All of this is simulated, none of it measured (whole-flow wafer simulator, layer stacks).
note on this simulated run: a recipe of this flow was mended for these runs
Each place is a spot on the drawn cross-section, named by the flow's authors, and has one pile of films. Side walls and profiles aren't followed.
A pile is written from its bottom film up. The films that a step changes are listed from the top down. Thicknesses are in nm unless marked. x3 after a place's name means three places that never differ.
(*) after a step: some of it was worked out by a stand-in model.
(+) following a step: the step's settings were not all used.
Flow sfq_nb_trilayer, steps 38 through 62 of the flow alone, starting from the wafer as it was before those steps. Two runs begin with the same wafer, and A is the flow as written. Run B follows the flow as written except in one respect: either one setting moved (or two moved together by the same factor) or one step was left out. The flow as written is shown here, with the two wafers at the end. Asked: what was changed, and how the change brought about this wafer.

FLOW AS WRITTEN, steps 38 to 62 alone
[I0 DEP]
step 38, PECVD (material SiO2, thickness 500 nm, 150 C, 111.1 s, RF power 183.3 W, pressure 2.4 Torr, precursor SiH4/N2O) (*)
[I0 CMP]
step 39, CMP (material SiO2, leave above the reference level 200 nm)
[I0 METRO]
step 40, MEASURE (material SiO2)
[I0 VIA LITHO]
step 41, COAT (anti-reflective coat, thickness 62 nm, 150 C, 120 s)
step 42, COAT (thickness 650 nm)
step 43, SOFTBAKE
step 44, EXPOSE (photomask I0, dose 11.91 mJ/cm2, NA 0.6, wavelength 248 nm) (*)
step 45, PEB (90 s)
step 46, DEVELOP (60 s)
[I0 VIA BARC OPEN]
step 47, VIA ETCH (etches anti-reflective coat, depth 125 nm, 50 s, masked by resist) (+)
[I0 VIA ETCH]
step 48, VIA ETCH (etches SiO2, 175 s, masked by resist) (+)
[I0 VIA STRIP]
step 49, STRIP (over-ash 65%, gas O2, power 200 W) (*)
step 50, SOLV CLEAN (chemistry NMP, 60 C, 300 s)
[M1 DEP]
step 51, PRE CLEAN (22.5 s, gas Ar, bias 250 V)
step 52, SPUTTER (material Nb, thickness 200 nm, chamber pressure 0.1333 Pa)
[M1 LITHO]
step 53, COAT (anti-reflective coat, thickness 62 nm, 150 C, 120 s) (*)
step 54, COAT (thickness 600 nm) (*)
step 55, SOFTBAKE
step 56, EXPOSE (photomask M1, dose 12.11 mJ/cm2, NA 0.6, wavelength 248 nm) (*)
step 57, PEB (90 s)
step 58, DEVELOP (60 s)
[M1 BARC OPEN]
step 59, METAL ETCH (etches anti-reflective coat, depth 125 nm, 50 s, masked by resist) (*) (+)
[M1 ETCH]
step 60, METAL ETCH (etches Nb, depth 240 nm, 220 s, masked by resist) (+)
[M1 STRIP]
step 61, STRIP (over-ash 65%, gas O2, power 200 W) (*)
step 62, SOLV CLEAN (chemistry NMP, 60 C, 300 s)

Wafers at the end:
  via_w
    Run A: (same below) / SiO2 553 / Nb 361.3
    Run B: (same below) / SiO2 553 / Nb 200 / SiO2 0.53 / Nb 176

What caused this: step 48, VIA ETCH: 129 s was run, while the flow as written has 175 s.

The path from the change to this, step by step:
  step 48, VIA ETCH (etches SiO2, 175 s, masked by resist) (+)
      via_w: A SiO2 loses 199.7 (all of it), Nb loses 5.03 | B SiO2 loses 191.7
      field_l, v_sur, via_wl and 102 more: A KrF-resist-other-grade loses 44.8 | B KrF-resist-other-grade loses 33
  step 49, STRIP (over-ash 65%, gas O2, power 200 W) (*)
      field_l, v_sur, via_wl and 102 more: A KrF-resist-other-grade loses 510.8 (all of it), anti-reflective coat loses 62 (all of it) | B KrF-resist-other-grade loses 522.6 (all of it), anti-reflective coat loses 62 (all of it)
  step 51, PRE CLEAN (22.5 s, gas Ar, bias 250 V)
      via_w: A Nb loses 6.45 | B SiO2 loses 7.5
  step 52, SPUTTER (material Nb, thickness 200 nm, chamber pressure 0.1333 Pa)
      via_w: A Nb gains 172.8 | B Nb gains 176 (new film)
  step 53, COAT (anti-reflective coat, thickness 62 nm, 150 C, 120 s) (*)
      via_wr: A anti-reflective coat gains 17 (new film) | B anti-reflective coat gains 16.3 (new film)
  step 61, STRIP (over-ash 65%, gas O2, power 200 W) (*)
      via_w: A KrF-resist-other-grade loses 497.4 (all of it), anti-reflective coat loses 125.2 (all of it) | B KrF-resist-other-grade loses 486.8 (all of it), anti-reflective coat loses 122.7 (all of it)
      via_wr: A KrF-resist-other-grade loses 381.9 (all of it), anti-reflective coat loses 17 (all of it) | B KrF-resist-other-grade loses 384.1 (all of it), anti-reflective coat loses 16.3 (all of it)
Taking metal films that touch as one body, via_w has 2 bodies (between them, from the top down: SiO2 0.53); the flow as written gives 1 body.
